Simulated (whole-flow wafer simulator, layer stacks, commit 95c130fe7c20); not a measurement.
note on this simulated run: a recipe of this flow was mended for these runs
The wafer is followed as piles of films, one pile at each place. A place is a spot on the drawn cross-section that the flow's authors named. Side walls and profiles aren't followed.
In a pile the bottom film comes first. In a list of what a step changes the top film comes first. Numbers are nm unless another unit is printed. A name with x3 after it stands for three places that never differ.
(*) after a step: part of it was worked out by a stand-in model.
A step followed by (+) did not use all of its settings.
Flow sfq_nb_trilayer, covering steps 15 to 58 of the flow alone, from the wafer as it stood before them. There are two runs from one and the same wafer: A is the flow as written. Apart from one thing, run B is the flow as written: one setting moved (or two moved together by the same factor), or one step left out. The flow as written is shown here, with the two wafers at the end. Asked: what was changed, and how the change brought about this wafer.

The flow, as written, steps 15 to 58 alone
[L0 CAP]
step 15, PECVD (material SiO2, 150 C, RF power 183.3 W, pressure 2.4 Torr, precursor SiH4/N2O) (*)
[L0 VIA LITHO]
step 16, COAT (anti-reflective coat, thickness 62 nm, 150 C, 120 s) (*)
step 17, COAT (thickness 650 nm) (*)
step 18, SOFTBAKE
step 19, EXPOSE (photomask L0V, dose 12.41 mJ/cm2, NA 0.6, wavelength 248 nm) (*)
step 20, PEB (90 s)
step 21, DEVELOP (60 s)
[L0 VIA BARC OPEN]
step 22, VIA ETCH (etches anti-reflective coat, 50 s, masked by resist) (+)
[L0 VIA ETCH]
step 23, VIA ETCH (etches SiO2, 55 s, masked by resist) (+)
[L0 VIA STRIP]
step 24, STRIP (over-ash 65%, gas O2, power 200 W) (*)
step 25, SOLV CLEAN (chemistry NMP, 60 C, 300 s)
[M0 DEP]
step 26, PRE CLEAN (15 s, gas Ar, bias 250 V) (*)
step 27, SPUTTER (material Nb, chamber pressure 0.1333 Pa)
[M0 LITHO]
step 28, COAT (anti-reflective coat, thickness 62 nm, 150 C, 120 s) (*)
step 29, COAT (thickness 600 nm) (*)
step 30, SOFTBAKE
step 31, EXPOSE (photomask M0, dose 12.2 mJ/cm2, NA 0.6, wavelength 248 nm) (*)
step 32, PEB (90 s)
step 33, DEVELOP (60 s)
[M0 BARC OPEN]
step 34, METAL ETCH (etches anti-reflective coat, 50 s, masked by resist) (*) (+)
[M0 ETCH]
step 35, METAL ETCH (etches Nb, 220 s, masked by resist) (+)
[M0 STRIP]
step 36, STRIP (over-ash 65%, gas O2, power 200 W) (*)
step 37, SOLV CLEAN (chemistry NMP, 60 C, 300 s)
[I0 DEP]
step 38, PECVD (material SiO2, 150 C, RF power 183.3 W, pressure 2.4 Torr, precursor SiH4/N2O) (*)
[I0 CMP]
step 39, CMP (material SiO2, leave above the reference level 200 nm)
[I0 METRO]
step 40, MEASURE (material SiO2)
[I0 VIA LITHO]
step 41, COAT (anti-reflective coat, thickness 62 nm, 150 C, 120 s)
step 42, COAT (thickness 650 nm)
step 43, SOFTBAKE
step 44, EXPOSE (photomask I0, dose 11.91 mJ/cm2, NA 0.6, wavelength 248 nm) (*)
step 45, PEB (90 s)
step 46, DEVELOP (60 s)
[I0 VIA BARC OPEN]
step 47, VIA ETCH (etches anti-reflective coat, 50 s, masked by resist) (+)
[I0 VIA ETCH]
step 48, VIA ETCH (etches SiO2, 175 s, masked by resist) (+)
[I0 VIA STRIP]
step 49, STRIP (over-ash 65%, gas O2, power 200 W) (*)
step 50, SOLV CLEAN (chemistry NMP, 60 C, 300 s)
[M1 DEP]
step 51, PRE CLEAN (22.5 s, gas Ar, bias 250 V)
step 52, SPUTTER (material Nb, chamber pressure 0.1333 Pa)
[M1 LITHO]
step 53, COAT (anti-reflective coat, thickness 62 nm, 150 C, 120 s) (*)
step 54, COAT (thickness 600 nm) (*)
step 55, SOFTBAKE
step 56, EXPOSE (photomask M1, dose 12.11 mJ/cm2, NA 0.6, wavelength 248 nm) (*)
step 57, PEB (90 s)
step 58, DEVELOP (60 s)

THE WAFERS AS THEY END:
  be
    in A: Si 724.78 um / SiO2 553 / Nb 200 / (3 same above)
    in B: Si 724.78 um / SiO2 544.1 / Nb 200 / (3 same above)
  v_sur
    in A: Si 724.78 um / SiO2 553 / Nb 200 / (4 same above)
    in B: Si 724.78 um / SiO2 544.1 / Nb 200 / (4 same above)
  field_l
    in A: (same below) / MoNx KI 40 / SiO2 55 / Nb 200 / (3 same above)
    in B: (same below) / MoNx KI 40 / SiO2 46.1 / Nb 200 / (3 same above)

Cause: step 15, PECVD: pressure 2.98 Torr was run, whereas the flow has pressure 2.4 Torr.

Step by step, how the change led to this:
  step 15, PECVD (material SiO2, 150 C, RF power 183.3 W, pressure 2.4 Torr, precursor SiH4/N2O) (*)
      v_sur, via_wl, via_w and 97 more: A +60 SiO2 | B +51.1 SiO2
      field_l, l0_sur, l0v, l0r_line_l, l0r_line_c, l0r_line_r: A +60 SiO2 (new film) | B +51.1 SiO2 (new film)
  step 23, VIA ETCH (etches SiO2, 55 s, masked by resist) (+)
      l0v: A -59.7 SiO2 (all of it), -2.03 MoNx KI | B -50.8 SiO2 (all of it), -2.92 MoNx KI
  step 28, COAT (anti-reflective coat, thickness 62 nm, 150 C, 120 s) (*)
      l0_sur: A +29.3 anti-reflective coat (new film) | B +32 anti-reflective coat (new film)
      l0v: A +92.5 anti-reflective coat (new film) | B +88.5 anti-reflective coat (new film)
  step 36, STRIP (over-ash 65%, gas O2, power 200 W) (*)
      l0_sur: A -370 KrF-resist-other-grade (all of it), -29.3 anti-reflective coat (all of it) | B -368.6 KrF-resist-other-grade (all of it), -32 anti-reflective coat (all of it)
      l0v: A -374.1 KrF-resist-other-grade (all of it), -92.5 anti-reflective coat (all of it) | B -370.4 KrF-resist-other-grade (all of it), -88.5 anti-reflective coat (all of it)
  step 39, CMP (material SiO2, leave above the reference level 200 nm)
      l0v: A -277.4 SiO2 | B -286.7 SiO2
